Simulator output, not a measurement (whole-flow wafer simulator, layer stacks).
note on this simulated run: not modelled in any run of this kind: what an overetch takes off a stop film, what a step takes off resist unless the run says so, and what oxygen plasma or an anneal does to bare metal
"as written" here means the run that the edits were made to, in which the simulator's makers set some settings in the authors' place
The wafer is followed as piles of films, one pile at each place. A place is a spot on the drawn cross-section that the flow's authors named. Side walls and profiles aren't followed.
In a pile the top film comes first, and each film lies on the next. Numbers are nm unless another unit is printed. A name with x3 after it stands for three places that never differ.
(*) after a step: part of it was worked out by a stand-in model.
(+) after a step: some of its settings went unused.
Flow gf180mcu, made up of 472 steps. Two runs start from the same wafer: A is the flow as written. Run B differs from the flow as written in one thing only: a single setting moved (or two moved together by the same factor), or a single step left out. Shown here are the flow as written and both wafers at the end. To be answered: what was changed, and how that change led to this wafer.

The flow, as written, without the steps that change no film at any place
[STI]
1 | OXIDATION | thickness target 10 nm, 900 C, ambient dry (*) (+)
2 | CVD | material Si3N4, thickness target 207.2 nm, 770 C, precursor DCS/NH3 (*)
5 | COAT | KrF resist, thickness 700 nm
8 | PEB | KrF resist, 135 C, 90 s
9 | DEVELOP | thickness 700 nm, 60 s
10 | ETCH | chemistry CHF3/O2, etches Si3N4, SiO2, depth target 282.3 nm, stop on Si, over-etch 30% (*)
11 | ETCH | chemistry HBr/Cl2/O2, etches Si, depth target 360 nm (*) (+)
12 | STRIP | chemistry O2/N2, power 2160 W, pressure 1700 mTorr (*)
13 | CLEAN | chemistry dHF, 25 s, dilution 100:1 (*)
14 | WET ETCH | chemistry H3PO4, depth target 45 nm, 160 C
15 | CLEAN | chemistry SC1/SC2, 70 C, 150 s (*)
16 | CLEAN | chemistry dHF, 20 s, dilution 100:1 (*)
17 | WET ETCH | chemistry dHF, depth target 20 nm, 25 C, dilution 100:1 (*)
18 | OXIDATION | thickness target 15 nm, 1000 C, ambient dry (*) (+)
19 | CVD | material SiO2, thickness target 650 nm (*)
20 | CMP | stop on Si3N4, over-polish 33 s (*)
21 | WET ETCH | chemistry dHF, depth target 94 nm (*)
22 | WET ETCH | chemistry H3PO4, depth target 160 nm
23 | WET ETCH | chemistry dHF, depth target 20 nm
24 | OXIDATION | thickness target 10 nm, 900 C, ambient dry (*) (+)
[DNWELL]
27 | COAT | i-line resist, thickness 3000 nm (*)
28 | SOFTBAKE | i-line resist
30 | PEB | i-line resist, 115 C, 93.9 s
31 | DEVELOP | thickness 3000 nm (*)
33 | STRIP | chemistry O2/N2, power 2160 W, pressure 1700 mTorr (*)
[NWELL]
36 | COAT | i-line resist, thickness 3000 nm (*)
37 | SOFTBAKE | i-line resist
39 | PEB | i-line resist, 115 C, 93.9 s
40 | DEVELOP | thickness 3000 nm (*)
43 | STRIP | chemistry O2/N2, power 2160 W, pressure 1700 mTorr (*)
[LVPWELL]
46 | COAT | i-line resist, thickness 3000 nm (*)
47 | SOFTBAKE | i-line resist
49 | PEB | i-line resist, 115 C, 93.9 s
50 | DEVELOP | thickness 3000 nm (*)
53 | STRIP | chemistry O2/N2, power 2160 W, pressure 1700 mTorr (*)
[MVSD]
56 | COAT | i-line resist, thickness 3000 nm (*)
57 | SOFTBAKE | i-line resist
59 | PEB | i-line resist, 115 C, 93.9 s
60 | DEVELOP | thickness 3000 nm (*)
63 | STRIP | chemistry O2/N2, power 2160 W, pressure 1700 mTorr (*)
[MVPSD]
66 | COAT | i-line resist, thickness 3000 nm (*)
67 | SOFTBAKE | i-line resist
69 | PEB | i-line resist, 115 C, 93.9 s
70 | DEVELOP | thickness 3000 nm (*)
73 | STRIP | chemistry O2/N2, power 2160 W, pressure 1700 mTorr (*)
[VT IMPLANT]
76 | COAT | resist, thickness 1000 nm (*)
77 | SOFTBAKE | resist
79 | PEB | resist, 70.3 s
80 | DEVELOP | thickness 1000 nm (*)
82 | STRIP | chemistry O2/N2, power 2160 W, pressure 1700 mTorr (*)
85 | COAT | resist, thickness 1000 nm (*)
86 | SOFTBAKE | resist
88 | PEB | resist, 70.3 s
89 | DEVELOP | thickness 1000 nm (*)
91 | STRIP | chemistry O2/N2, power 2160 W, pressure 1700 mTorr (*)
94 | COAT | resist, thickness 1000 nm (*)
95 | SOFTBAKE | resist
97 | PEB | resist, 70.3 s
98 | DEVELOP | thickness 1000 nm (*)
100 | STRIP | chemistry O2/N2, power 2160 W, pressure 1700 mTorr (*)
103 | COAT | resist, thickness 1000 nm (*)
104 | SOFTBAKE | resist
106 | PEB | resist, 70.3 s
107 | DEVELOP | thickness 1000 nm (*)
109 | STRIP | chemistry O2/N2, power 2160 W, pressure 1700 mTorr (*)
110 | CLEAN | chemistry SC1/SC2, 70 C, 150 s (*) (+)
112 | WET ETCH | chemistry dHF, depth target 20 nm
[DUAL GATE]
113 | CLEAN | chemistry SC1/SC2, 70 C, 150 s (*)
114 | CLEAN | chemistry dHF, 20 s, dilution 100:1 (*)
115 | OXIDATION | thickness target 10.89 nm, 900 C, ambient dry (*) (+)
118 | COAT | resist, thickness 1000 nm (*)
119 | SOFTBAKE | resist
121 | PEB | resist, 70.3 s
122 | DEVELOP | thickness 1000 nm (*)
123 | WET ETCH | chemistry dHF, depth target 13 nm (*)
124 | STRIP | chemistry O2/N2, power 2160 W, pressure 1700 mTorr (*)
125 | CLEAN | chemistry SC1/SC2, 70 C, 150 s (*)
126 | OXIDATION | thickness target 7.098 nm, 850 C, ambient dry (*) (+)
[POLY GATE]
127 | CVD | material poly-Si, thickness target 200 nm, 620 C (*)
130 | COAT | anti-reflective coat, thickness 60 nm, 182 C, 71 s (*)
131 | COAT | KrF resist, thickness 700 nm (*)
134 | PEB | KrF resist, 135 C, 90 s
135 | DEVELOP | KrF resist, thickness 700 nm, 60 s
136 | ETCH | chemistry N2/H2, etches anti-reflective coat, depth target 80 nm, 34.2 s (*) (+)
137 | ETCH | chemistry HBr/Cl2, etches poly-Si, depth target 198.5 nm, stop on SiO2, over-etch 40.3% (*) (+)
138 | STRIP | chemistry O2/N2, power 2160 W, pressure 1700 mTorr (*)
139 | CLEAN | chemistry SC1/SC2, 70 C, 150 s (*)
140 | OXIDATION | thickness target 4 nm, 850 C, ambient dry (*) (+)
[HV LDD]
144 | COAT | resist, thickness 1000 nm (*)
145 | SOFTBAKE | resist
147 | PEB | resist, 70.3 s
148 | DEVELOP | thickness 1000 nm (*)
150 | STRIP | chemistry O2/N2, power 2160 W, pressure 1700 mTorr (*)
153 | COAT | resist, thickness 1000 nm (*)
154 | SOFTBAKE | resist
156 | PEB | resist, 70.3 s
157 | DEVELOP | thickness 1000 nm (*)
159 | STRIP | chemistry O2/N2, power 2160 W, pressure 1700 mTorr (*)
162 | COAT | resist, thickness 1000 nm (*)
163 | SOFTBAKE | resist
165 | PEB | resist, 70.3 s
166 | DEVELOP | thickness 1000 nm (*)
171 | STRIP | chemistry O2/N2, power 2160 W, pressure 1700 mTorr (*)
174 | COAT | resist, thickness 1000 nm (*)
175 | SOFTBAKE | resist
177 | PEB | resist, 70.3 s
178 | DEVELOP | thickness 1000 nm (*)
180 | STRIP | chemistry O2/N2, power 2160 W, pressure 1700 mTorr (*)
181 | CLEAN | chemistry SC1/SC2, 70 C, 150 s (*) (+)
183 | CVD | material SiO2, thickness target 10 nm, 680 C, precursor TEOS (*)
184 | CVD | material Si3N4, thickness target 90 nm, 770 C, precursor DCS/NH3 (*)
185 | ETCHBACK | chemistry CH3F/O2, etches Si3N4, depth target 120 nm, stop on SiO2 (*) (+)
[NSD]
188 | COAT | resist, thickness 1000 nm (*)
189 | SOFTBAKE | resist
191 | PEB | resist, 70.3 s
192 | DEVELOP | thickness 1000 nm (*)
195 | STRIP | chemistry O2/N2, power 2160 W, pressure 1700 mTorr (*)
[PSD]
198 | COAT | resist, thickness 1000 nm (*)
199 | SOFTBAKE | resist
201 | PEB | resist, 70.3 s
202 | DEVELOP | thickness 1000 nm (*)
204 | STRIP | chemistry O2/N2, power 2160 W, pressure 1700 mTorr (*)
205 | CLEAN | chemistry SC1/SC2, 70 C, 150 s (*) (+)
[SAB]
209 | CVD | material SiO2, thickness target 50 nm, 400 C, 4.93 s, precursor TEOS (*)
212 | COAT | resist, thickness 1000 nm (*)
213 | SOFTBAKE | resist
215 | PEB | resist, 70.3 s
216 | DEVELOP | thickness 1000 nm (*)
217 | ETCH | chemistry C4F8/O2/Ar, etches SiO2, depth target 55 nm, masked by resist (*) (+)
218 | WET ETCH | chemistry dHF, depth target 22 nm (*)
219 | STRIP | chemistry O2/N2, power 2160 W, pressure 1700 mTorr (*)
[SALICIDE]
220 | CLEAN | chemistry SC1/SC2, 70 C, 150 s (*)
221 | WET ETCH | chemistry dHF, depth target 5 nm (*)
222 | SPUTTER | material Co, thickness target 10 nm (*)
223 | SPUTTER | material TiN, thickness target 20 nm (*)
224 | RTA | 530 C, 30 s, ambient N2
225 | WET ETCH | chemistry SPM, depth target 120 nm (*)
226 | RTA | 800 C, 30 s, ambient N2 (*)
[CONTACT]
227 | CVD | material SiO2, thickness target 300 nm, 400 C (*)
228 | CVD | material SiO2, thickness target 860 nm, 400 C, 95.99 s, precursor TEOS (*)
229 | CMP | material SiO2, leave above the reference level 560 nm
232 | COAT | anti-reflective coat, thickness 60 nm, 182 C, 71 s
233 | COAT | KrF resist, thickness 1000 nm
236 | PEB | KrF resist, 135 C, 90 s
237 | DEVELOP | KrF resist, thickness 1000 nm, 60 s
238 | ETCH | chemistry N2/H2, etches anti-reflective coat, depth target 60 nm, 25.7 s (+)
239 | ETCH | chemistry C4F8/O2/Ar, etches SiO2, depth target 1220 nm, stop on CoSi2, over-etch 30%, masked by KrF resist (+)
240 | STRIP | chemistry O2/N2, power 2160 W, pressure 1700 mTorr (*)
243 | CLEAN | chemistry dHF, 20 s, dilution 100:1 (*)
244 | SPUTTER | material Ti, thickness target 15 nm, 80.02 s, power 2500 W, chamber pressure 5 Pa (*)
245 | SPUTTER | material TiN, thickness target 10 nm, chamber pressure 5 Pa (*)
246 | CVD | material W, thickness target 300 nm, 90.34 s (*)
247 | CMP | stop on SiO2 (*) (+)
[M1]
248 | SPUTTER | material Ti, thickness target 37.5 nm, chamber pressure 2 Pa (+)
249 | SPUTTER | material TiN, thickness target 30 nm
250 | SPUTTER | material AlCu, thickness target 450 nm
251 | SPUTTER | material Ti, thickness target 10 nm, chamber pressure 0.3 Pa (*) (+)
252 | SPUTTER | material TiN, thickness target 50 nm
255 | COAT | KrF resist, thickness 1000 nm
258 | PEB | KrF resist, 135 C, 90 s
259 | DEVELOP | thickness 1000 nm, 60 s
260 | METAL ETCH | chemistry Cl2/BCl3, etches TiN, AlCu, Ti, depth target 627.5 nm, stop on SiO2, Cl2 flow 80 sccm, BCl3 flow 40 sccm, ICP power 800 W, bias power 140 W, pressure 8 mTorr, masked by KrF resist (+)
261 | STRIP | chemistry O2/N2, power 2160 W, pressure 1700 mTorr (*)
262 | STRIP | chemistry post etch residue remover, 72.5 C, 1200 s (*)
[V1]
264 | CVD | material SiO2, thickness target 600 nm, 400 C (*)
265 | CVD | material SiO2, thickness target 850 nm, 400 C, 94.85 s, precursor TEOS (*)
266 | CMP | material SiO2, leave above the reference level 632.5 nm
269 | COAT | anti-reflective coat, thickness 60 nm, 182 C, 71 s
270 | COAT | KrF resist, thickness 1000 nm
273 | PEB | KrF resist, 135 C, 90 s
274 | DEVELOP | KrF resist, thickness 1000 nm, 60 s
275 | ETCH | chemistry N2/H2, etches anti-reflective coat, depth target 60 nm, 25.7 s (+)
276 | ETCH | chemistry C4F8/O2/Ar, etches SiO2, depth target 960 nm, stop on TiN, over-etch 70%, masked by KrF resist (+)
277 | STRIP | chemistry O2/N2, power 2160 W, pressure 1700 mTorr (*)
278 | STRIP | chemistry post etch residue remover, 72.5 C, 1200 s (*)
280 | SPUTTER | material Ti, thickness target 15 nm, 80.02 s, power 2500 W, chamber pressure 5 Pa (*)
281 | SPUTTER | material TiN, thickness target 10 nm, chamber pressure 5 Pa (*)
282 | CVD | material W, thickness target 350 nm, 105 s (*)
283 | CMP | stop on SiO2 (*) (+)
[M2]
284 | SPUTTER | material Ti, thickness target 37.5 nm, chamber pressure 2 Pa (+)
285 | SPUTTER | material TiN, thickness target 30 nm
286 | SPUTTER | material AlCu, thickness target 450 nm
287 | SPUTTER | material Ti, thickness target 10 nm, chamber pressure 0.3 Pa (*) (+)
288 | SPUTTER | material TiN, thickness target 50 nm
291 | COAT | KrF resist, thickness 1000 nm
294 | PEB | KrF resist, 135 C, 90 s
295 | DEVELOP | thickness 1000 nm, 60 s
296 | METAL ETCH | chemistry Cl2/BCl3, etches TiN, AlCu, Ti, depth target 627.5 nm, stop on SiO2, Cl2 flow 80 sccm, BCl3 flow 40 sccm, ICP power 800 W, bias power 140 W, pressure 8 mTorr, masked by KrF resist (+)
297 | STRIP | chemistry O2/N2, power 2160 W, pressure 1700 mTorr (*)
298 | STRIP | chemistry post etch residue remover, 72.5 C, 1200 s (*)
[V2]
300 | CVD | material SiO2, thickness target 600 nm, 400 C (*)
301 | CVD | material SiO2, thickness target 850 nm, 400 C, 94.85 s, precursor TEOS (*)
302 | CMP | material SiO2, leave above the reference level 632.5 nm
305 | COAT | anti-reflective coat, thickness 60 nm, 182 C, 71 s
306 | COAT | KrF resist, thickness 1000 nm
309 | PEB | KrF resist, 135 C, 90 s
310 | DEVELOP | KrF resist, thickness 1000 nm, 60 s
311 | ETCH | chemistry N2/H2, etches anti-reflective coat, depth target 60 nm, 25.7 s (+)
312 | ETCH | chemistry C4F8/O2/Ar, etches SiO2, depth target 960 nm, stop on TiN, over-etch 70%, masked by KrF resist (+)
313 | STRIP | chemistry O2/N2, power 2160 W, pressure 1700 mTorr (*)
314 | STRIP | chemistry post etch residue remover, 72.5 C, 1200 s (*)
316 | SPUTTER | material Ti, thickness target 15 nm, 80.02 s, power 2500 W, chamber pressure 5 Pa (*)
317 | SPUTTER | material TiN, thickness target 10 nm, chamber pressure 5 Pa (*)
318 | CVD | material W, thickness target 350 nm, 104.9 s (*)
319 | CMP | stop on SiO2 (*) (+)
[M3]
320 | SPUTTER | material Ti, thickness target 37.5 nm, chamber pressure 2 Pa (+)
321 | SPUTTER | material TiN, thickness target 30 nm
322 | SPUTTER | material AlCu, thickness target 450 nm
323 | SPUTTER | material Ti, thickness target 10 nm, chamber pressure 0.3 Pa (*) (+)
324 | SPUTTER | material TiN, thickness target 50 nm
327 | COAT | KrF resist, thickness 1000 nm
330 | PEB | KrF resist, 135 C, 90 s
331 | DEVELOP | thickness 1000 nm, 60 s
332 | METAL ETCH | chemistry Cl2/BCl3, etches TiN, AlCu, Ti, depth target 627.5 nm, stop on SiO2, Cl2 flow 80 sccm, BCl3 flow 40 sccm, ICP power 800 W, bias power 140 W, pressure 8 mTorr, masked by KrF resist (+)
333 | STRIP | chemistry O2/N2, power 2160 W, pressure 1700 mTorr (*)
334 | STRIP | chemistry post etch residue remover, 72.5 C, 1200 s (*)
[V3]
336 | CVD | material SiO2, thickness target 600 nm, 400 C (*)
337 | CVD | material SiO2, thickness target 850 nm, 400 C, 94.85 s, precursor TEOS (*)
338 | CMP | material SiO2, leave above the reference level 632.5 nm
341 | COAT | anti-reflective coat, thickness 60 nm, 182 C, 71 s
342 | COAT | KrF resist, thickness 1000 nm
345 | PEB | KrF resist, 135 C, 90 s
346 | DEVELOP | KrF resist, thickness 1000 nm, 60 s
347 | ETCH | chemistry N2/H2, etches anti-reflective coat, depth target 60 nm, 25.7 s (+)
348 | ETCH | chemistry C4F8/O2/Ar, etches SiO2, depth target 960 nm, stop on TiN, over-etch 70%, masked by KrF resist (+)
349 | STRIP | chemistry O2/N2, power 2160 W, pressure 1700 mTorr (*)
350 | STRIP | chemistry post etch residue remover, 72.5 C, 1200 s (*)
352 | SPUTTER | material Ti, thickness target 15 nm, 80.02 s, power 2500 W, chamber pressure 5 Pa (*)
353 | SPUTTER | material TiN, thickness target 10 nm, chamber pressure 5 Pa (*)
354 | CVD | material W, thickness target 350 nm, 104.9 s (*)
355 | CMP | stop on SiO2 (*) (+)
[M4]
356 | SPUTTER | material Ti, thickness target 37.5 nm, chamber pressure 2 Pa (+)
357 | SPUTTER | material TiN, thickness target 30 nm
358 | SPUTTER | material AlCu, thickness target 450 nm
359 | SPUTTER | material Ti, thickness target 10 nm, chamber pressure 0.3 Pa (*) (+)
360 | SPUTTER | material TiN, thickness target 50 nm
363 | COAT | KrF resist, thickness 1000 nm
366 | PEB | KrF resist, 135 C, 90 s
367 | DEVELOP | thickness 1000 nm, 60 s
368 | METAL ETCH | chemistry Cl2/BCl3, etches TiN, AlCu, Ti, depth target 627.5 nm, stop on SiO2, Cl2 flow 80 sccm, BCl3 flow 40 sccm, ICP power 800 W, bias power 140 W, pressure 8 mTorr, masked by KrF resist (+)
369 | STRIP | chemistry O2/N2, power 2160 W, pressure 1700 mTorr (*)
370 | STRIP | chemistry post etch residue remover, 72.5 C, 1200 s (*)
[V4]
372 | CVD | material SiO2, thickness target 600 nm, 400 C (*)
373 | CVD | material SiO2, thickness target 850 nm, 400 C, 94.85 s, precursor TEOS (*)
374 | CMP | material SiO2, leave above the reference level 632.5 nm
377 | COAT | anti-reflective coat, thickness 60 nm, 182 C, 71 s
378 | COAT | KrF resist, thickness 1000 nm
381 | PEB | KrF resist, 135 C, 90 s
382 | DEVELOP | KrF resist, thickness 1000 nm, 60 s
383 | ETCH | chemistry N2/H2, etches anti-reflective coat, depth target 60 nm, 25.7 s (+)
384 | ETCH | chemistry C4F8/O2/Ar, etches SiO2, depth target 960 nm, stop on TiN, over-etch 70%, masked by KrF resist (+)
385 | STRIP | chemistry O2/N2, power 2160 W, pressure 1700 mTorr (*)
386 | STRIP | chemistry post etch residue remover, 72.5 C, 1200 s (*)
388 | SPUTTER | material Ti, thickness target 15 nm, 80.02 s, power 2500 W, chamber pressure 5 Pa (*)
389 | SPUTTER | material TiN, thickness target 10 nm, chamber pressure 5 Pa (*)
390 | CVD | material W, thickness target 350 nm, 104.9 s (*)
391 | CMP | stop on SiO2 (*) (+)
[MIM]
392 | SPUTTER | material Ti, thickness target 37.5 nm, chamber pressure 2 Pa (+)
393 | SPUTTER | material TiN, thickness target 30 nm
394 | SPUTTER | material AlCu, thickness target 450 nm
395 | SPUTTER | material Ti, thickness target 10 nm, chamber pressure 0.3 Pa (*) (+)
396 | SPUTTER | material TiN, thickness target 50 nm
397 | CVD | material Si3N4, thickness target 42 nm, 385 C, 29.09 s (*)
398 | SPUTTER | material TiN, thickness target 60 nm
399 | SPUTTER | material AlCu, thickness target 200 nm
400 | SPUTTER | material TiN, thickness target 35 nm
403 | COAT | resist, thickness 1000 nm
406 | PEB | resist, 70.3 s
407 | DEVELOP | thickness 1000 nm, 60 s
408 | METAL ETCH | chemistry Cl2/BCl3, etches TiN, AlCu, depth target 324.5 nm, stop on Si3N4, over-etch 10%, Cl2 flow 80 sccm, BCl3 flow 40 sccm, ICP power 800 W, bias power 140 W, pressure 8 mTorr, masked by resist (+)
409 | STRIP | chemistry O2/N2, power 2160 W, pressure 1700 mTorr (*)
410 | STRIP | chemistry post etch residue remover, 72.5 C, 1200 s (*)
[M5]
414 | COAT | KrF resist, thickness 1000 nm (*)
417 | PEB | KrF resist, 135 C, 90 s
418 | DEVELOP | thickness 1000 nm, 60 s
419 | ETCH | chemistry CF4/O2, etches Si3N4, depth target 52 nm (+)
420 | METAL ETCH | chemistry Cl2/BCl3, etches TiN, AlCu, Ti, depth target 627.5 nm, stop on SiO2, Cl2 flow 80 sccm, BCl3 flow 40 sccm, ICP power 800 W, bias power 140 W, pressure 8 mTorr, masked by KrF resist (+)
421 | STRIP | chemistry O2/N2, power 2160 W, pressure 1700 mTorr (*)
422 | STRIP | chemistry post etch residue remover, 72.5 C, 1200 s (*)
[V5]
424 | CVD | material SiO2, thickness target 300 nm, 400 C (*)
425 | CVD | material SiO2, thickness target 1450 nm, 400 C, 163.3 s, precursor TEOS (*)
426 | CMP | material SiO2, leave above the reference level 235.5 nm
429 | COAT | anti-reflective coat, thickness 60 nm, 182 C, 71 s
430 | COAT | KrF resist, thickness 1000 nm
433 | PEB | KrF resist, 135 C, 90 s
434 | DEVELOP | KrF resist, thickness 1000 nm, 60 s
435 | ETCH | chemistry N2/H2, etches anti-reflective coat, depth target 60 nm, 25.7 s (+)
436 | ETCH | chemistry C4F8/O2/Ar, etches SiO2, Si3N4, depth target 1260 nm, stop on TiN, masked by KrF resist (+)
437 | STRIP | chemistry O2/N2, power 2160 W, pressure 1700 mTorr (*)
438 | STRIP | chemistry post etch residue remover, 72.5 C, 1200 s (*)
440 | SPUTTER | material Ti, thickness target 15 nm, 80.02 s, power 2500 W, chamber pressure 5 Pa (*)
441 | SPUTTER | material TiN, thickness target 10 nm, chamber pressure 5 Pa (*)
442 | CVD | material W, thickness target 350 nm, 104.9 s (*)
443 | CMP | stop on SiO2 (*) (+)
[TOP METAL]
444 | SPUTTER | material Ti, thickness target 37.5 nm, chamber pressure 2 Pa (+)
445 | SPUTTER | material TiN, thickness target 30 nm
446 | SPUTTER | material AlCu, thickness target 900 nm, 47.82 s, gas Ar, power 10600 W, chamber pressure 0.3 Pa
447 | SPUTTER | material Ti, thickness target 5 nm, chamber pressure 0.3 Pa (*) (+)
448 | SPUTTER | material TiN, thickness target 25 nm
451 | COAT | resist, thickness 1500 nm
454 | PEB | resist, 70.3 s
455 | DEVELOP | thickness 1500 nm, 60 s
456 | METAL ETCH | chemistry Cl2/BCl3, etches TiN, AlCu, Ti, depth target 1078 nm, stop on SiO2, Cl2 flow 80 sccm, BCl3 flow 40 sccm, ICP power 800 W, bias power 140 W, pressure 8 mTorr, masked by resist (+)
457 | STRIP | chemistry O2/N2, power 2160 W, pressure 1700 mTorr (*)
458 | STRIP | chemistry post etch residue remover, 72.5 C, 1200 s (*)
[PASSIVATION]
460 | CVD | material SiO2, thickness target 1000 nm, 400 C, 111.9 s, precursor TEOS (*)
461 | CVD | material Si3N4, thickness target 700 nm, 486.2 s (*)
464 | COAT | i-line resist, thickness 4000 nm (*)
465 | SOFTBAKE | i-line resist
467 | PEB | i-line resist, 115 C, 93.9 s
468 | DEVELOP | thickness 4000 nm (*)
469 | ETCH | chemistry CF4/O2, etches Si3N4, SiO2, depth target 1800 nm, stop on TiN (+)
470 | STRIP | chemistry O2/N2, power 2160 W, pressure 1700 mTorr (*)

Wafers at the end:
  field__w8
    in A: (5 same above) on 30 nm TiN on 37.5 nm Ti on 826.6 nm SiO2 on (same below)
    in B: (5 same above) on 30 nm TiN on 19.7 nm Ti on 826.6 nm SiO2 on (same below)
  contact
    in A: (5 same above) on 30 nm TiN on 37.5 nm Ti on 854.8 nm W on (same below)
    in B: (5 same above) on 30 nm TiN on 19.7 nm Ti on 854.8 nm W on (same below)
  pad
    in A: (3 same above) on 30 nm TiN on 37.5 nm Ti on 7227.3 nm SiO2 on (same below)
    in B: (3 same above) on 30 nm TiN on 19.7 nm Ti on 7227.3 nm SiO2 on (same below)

What caused this: step 444, SPUTTER: thickness target 19.7 nm was run, whereas the flow has thickness target 37.5 nm.
The wafer lets one read it off: field__w8 has Ti 19.7, and step 444 as written asks for 37.5 nm.

How this came from the change, step by step:
  444 | SPUTTER | material Ti, thickness target 37.5 nm, chamber pressure 2 Pa (+)
      field, field__w1, field__w2 and 109 more: A Ti gains 37.5 (new film) | B Ti gains 19.7 (new film)
  456 | METAL ETCH | chemistry Cl2/BCl3, etches TiN, AlCu, Ti, depth target 1078 nm, stop on SiO2, Cl2 flow 80 sccm, BCl3 flow 40 sccm, ICP power 800 W, bias power 140 W, pressure 8 mTorr, masked by resist (+)
      field, field__w1, field__w2 and 103 more: A TiN loses 25 (all of it), Ti loses 5 (all of it), AlCu loses 900 (all of it), TiN loses 30 (all of it), Ti loses 37.5 (all of it) | B TiN loses 25 (all of it), Ti loses 5 (all of it), AlCu loses 900 (all of it), TiN loses 30 (all of it), Ti loses 19.7 (all of it)
  465 | SOFTBAKE | i-line resist
      field__w2, field_sub__w4: A i-line resist gains 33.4 | B i-line resist gains 32.5
      field__w11, field__w13: A i-line resist gains 37.6 | B i-line resist gains 36.6
      (also at 59 further places)
